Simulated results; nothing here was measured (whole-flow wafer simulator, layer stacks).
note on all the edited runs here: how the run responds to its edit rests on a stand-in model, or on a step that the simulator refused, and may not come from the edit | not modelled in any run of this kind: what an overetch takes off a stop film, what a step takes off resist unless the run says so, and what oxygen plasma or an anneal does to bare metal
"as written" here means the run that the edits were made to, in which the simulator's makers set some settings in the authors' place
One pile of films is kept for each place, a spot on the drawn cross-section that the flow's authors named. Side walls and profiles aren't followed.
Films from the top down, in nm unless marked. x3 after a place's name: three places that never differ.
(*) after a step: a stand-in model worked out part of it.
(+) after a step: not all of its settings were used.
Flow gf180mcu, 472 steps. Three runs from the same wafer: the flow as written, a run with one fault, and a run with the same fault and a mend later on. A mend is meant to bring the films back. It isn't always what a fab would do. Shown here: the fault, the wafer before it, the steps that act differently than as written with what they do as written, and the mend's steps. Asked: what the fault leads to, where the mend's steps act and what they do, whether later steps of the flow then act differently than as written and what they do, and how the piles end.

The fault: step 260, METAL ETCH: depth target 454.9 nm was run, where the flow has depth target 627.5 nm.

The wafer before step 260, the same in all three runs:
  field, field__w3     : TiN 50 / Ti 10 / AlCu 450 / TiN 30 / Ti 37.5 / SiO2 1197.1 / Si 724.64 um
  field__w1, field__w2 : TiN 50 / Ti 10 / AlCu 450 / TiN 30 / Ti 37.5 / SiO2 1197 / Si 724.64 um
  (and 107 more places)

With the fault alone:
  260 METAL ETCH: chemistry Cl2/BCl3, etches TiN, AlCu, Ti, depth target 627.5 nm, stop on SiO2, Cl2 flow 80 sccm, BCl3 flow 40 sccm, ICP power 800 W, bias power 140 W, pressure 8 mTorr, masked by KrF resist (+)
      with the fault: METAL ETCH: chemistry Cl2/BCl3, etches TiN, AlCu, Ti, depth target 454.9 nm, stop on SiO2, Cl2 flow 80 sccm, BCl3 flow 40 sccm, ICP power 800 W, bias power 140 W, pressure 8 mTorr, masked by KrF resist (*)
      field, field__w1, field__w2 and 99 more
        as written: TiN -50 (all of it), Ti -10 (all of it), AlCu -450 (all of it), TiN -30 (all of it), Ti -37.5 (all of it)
        with the fault: TiN -50 (all of it), Ti -10 (all of it), AlCu -394.9
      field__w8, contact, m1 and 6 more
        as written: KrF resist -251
        with the fault: KrF resist -182
  Later steps of the flow that act differently than as written:
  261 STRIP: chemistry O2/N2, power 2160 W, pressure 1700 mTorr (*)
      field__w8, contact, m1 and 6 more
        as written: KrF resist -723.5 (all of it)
        with the fault: KrF resist -792.6 (all of it)
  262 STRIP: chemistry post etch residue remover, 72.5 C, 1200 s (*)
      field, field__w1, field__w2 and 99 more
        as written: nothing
        with the fault: AlCu -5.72
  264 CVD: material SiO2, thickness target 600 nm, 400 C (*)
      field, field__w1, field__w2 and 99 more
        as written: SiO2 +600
        with the fault: SiO2 +600 (new film)
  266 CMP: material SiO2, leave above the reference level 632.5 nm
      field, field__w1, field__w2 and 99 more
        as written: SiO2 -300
        with the fault: SiO2 -416.9
  At the end the piles differ from the flow's by more than 2% or 0.5 nm, whichever is larger, at field, field__w1, field__w2 and 100 more.
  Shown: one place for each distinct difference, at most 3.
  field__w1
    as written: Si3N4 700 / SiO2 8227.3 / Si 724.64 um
    with the fault: Si3N4 700 / SiO2 6913.4 / AlCu 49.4 / TiN 30 / Ti 37.5 / SiO2 1197 / Si 724.64 um
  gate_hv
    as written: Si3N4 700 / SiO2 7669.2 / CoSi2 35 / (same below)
    with the fault: Si3N4 700 / SiO2 6913.4 / AlCu 49.4 / TiN 30 / Ti 37.5 / SiO2 638.9 / CoSi2 35 / (same below)
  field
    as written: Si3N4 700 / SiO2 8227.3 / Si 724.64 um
    with the fault: Si3N4 700 / SiO2 6913.4 / AlCu 49.4 / TiN 30 / Ti 37.5 / SiO2 1197.1 / Si 724.64 um

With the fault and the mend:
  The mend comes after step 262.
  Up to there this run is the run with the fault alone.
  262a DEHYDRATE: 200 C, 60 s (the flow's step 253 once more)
      changes no film at any place that is followed
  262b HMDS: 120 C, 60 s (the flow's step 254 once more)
      changes no film at any place that is followed
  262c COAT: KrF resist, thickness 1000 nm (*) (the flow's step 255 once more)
      iso_ptap_pw, iso_ntap_nw, iso_nw_fld and 33 more
        KrF resist +1000 (new film)
      field_sub, field_sub__w1, field_sub__w2 and 15 more
        KrF resist +1002.7 (new film)
      p_well, sti, spacer and 6 more
        KrF resist +1003 (new film)
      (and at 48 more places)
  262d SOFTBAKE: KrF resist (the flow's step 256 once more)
      changes no film at any place that is followed
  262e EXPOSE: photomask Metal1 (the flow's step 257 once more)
      changes no film at any place that is followed
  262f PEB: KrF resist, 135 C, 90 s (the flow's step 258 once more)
      field__w1, field__w2, field__w3 and 56 more
        KrF resist -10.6
      iso_ptap_pw, iso_ntap_nw, iso_nw_fld and 33 more
        KrF resist -10.5
      gate_hv, sd_p, nw_sep_fld
        KrF resist -10.7
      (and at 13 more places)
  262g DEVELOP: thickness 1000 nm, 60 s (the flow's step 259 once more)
      iso_ptap_pw, iso_ntap_nw, iso_nw_fld and 33 more
        KrF resist -989.5 (all of it)
      field_sub, field_sub__w1, field_sub__w2 and 14 more
        KrF resist -992.1 (all of it)
      field__w11, field__w13, p_well and 8 more
        KrF resist -992.5 (all of it)
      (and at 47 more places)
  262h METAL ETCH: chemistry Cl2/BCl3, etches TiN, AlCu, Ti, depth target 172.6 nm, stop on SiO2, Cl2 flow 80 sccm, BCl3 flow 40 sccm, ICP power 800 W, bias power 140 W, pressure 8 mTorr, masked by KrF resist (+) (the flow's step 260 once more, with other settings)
      field, field__w1, field__w2 and 99 more
        AlCu -49.4 (all of it), TiN -30 (all of it), Ti -37.5 (all of it)
      field__w8, contact, m1 and 6 more
        KrF resist -69
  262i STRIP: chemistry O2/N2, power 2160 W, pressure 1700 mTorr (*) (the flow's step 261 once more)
      field__w8
        KrF resist -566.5 (all of it)
      contact
        KrF resist -564.6 (all of it)
      m1
        KrF resist -567.4 (all of it)
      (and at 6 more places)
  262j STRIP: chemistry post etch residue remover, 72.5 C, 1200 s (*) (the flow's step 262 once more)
      field__w8, contact, m1 and 6 more
        TiN -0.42
  No later step of the flow acts differently than as written, at any place that is followed, by more than 2% or 0.5 nm, whichever is larger.
  At the end the piles differ from the flow's only slightly at the places that both follow, by at most 2% or 0.5 nm, whichever is larger.
